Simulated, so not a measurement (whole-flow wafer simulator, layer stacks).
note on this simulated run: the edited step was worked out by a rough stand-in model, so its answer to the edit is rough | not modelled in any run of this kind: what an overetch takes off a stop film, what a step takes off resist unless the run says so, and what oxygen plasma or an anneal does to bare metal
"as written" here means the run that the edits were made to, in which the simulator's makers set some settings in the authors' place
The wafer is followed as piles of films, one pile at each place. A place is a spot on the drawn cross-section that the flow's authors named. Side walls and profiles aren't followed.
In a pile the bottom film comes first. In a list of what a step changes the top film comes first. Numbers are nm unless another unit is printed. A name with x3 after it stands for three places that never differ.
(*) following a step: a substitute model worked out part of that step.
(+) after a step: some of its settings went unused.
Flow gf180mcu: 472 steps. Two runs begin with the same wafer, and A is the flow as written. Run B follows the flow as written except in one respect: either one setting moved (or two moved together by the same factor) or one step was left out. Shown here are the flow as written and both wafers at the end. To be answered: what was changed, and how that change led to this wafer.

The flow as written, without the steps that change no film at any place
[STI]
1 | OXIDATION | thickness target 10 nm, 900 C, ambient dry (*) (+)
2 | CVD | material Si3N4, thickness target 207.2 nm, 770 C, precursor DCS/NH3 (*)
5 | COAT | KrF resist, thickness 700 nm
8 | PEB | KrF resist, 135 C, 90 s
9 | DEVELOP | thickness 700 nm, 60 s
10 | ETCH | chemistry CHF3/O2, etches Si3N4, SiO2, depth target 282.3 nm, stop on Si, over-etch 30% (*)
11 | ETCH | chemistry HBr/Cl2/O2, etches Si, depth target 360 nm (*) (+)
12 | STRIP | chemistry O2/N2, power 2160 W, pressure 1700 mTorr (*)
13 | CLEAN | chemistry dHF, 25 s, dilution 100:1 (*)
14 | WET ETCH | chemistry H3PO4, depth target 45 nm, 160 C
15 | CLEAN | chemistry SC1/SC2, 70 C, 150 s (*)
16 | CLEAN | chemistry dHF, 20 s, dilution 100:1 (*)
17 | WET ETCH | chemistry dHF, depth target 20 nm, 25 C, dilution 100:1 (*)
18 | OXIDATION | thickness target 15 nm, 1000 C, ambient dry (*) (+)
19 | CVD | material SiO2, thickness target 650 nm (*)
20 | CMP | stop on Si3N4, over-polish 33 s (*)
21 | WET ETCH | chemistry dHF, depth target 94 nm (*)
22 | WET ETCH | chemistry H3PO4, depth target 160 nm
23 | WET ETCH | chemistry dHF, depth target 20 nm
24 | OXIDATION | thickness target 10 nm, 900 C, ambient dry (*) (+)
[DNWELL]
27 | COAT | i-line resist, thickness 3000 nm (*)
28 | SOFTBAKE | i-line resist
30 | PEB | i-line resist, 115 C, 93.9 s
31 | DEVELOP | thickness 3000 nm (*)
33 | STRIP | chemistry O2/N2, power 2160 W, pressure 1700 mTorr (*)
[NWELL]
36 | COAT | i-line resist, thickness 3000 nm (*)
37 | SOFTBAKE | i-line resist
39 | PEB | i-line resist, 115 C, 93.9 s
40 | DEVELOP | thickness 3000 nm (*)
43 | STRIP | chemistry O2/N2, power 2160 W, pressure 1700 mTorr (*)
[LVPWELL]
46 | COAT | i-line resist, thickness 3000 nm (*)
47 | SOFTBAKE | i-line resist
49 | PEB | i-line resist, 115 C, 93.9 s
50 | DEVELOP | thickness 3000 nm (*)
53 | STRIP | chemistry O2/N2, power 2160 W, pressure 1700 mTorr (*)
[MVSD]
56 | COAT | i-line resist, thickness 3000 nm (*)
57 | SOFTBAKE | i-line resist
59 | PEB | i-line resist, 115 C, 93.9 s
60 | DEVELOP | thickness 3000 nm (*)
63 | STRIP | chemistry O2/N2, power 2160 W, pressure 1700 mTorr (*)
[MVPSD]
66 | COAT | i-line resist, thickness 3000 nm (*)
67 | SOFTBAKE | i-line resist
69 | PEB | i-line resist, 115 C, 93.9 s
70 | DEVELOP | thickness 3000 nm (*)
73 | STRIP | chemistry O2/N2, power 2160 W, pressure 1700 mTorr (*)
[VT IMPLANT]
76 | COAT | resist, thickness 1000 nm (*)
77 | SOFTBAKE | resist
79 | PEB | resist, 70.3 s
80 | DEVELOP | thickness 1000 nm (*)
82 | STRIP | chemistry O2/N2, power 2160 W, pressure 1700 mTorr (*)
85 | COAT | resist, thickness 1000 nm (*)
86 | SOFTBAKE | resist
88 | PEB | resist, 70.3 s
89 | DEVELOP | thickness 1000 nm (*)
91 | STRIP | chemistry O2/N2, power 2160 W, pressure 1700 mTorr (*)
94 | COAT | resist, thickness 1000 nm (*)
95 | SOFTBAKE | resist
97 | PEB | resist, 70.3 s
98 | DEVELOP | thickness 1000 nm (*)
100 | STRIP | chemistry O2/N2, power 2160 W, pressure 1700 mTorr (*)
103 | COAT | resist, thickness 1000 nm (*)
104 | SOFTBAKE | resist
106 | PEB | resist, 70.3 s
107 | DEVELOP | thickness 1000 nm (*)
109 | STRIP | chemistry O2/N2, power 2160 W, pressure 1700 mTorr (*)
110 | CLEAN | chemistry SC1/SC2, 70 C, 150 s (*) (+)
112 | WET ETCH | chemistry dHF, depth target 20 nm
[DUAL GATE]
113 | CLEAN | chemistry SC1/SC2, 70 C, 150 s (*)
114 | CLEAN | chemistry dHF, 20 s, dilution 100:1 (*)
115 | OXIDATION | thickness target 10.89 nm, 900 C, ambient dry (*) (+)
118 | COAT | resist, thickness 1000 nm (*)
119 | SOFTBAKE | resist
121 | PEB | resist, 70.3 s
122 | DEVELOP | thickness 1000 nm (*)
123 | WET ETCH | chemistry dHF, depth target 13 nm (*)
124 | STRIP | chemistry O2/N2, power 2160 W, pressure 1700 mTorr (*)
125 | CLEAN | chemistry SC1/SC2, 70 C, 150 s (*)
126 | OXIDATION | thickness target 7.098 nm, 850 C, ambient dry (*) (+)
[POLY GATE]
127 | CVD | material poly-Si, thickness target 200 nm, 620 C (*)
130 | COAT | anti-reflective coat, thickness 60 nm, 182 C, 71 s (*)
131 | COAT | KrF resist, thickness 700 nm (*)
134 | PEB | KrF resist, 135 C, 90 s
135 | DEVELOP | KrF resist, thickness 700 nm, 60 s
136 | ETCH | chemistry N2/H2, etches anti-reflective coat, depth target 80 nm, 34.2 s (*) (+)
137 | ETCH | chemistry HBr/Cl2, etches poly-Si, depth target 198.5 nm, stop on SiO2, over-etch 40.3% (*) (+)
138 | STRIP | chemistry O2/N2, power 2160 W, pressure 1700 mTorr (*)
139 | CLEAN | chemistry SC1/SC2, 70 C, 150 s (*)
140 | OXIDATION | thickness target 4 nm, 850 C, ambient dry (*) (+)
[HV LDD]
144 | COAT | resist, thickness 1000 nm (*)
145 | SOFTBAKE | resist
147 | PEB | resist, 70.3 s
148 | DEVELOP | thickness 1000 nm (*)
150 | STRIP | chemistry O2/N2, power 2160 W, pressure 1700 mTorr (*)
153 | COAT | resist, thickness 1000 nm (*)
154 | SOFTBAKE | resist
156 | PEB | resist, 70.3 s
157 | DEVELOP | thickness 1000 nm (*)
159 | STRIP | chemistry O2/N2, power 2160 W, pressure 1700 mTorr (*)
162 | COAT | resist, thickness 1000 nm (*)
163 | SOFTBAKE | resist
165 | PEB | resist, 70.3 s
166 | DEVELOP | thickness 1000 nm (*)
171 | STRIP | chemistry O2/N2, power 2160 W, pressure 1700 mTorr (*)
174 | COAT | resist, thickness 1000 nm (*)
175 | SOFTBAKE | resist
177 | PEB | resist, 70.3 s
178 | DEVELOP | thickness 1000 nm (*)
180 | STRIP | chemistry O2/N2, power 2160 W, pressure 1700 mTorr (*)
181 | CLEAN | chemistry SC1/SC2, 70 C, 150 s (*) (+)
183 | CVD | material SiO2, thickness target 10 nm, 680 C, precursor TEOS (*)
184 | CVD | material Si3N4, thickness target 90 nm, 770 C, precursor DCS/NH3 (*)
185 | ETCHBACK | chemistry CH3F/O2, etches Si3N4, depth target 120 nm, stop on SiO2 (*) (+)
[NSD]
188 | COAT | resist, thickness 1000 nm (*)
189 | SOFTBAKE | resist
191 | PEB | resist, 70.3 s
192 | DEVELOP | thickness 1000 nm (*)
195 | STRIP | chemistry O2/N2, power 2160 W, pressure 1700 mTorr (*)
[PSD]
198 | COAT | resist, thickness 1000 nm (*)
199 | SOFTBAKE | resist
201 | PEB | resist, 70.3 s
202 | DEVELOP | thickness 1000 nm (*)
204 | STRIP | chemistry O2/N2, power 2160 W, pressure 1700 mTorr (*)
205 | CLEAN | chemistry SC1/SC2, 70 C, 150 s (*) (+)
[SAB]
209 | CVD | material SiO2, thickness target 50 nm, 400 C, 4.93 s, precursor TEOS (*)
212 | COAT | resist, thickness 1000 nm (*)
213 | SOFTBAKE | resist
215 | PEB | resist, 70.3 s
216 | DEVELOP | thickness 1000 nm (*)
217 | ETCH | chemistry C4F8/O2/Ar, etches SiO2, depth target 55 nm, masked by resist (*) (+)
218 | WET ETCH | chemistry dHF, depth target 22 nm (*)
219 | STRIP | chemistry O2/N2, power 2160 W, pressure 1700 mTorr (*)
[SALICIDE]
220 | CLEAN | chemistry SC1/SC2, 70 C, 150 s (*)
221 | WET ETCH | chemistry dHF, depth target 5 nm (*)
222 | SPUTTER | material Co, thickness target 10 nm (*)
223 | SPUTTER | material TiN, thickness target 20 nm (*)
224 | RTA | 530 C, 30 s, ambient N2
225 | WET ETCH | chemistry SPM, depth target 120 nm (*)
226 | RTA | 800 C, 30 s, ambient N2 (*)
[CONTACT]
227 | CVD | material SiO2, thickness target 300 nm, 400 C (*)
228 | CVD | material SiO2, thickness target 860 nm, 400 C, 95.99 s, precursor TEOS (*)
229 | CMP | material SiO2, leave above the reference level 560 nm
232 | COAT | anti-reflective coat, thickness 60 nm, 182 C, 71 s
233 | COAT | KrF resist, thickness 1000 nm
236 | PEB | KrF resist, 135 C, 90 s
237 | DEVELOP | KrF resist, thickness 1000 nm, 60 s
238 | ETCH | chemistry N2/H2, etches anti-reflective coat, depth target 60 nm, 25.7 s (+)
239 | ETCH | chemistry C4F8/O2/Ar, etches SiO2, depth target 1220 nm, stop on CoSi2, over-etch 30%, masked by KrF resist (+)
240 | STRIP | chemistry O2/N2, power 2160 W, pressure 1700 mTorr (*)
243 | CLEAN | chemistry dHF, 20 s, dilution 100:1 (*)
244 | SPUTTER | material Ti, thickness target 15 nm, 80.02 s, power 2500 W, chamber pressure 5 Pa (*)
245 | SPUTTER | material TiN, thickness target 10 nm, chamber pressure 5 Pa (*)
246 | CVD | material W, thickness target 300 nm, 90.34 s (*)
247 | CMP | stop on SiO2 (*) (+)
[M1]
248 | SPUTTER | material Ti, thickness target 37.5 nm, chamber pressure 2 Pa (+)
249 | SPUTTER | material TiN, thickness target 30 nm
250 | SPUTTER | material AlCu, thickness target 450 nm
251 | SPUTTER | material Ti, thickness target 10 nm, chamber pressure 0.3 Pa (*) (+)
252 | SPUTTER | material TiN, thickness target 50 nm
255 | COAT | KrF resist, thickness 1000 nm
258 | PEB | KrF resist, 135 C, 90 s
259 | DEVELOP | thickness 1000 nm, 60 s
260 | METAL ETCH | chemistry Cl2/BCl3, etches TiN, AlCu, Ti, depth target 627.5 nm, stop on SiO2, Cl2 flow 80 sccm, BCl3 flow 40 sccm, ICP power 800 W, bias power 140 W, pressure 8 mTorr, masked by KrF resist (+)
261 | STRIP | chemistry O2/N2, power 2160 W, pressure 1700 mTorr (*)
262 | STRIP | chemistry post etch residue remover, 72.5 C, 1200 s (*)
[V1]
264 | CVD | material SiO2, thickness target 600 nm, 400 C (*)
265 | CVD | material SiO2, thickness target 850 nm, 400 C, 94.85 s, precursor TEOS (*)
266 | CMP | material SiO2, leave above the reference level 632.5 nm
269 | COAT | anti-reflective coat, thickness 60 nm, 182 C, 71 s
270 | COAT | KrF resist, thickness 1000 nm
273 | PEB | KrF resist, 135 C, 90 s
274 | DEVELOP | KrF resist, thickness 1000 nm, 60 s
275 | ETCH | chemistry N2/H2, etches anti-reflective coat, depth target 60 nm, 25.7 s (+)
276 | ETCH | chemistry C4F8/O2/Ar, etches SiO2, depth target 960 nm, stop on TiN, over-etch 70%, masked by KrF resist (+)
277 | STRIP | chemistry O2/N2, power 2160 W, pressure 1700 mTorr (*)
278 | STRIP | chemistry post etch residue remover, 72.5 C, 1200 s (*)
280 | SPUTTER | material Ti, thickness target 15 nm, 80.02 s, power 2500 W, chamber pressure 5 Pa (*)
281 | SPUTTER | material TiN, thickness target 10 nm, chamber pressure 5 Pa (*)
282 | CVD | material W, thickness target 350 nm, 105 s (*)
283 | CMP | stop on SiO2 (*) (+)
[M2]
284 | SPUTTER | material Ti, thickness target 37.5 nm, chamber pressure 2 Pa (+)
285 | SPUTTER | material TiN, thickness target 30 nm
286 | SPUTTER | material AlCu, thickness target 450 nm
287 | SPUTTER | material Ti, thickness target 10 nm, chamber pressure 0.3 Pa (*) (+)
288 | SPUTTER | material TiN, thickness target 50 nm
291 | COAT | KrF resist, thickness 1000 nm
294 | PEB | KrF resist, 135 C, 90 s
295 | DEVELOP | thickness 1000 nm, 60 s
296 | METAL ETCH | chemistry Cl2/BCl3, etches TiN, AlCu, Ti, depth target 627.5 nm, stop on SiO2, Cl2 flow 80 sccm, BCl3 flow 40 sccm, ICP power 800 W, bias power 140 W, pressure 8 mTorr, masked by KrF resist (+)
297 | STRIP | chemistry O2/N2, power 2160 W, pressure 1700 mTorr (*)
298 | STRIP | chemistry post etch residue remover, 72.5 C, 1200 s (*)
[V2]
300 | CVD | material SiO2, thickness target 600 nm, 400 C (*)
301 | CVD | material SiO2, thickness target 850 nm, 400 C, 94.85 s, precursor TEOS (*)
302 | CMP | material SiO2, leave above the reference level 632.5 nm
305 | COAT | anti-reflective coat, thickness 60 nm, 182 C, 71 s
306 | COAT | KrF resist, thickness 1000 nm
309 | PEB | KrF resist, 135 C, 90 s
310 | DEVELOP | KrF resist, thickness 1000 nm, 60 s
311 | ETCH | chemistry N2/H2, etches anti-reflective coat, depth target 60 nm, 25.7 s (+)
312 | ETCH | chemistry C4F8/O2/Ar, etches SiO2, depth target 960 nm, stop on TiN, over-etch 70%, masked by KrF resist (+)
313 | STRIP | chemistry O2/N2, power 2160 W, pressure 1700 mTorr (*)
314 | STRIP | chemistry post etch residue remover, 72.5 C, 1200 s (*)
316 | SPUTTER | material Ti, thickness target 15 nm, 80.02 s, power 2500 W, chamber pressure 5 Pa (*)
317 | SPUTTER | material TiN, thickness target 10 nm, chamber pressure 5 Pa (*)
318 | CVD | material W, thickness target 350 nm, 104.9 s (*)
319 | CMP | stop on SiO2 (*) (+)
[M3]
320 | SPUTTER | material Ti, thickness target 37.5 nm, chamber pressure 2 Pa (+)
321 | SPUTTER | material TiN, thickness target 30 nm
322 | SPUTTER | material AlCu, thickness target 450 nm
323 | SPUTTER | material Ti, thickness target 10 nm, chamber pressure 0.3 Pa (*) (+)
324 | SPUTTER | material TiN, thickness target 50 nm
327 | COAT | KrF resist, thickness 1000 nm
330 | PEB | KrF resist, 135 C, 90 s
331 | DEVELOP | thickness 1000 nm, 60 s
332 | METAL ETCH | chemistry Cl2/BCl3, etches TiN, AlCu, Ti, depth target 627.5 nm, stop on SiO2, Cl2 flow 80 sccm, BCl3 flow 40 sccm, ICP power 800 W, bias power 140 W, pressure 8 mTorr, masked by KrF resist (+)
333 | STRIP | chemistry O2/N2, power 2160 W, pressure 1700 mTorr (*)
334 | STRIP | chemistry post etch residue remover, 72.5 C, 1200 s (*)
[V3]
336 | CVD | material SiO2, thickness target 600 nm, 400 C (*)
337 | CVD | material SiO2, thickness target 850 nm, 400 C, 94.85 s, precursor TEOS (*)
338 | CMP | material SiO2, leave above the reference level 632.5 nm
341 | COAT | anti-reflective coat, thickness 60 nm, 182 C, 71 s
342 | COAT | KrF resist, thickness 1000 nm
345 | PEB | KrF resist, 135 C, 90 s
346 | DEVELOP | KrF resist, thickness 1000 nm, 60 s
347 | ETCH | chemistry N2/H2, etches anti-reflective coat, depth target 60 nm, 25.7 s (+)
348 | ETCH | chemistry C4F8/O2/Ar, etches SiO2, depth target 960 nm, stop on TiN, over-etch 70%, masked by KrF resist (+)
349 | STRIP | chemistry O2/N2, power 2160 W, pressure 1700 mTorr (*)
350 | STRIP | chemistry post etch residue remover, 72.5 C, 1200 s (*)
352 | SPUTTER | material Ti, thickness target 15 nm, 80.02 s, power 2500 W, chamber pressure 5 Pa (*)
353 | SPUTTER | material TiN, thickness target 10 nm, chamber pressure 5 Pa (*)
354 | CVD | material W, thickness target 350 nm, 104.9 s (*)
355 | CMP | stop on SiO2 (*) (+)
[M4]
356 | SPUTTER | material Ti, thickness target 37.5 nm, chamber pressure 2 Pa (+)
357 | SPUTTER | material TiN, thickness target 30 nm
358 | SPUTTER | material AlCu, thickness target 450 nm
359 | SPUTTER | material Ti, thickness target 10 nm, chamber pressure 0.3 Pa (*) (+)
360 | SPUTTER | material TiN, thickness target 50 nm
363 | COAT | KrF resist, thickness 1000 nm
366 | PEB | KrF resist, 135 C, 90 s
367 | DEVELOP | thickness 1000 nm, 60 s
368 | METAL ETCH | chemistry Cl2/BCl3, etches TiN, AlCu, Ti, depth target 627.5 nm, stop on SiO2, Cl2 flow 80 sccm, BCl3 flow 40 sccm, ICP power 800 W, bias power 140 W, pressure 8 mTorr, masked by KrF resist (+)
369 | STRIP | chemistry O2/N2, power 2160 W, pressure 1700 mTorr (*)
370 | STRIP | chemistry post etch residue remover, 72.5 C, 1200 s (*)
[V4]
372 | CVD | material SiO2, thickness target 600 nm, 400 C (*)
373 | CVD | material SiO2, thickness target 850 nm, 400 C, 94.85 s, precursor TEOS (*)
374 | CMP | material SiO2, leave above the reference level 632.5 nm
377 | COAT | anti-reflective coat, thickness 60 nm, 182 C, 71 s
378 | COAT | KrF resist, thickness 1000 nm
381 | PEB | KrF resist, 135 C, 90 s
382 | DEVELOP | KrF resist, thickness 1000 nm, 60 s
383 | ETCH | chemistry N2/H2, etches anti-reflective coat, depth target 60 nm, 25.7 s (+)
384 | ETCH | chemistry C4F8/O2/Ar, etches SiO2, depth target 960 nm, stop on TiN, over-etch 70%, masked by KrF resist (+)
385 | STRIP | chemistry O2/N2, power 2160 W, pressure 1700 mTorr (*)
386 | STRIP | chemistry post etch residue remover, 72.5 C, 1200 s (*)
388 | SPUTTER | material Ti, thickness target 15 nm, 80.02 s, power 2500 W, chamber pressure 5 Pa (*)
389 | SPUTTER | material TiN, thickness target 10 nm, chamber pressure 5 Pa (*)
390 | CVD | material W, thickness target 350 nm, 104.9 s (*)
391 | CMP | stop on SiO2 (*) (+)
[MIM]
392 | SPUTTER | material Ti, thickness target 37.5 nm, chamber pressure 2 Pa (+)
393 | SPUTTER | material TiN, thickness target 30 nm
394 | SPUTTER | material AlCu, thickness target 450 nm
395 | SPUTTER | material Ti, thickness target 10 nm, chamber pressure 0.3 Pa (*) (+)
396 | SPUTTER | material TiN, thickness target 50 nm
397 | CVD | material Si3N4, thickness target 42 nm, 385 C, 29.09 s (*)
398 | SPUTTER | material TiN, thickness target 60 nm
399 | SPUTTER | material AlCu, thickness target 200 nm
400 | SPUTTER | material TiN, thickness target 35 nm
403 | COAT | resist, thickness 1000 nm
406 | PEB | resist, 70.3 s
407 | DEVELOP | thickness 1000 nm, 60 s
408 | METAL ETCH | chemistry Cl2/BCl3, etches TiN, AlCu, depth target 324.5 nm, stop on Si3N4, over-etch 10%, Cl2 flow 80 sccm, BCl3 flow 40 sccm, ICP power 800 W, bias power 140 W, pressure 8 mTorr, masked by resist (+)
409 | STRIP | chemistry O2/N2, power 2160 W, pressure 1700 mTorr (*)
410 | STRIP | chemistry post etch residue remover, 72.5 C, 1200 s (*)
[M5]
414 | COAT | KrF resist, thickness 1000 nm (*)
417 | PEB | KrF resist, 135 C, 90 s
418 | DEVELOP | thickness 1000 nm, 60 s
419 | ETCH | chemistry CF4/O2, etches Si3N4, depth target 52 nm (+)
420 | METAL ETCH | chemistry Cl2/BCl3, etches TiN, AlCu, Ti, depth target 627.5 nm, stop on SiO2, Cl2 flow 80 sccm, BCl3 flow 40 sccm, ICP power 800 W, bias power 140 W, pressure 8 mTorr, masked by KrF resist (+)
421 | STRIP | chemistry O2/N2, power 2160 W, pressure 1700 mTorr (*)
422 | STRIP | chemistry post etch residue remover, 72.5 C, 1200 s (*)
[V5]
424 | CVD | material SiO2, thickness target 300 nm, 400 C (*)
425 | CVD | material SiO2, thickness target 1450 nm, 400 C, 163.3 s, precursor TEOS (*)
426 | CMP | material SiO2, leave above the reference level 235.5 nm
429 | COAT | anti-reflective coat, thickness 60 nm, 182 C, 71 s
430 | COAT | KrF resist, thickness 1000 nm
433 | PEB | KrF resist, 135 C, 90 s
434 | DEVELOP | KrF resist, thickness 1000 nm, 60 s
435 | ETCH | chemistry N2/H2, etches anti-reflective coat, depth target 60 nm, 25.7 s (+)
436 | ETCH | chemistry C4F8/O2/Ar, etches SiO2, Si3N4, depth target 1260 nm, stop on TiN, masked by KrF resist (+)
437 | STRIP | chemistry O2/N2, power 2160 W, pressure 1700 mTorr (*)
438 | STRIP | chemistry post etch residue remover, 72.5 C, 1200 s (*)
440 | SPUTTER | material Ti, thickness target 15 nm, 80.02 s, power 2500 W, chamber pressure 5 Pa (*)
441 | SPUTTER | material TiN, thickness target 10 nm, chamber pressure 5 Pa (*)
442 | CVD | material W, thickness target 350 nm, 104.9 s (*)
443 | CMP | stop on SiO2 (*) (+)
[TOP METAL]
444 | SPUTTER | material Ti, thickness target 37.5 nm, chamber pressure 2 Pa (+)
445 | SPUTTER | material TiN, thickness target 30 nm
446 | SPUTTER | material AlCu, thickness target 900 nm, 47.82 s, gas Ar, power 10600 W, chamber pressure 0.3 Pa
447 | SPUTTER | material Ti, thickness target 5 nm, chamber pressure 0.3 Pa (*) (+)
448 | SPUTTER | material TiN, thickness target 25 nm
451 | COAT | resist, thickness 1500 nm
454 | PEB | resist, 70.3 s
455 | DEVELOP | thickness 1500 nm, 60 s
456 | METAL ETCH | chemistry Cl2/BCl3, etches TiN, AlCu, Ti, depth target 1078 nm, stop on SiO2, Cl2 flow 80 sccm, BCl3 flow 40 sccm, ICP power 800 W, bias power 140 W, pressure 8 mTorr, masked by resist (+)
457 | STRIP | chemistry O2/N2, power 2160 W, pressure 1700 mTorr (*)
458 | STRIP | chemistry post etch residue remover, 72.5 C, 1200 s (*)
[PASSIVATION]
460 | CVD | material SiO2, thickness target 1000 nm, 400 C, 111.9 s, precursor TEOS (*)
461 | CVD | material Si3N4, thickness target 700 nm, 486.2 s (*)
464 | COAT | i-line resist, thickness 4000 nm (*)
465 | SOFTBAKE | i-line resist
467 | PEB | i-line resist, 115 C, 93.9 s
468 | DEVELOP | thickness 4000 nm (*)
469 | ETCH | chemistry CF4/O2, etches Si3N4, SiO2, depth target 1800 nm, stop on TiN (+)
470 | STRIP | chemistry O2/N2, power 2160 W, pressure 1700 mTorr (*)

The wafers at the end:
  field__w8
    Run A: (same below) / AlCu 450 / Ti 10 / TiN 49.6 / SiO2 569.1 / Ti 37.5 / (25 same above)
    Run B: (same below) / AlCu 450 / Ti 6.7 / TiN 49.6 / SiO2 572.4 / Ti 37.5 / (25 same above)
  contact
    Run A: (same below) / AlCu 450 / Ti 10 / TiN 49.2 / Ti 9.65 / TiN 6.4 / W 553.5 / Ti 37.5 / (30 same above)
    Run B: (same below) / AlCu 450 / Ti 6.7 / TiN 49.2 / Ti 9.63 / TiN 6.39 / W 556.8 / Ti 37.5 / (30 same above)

The reason: step 287, SPUTTER: thickness target 6.7 nm was run, whereas the flow has thickness target 10 nm.
The wafer lets one read it off: field__w8 has Ti 6.7, and step 287 as written asks for 10 nm.

Step by step, how the change led to this:
  287 | SPUTTER | material Ti, thickness target 10 nm, chamber pressure 0.3 Pa (*) (+)
      field, field__w1, field__w2 and 108 more: A +10 Ti (new film) | B +6.7 Ti (new film)
  296 | METAL ETCH | chemistry Cl2/BCl3, etches TiN, AlCu, Ti, depth target 627.5 nm, stop on SiO2, Cl2 flow 80 sccm, BCl3 flow 40 sccm, ICP power 800 W, bias power 140 W, pressure 8 mTorr, masked by KrF resist (+)
      field, field__w1, field__w2 and 103 more: A -50 TiN (all of it), -10 Ti (all of it), -450 AlCu (all of it), -30 TiN (all of it), -37.5 Ti (all of it) | B -50 TiN (all of it), -6.7 Ti (all of it), -450 AlCu (all of it), -30 TiN (all of it), -37.5 Ti (all of it)
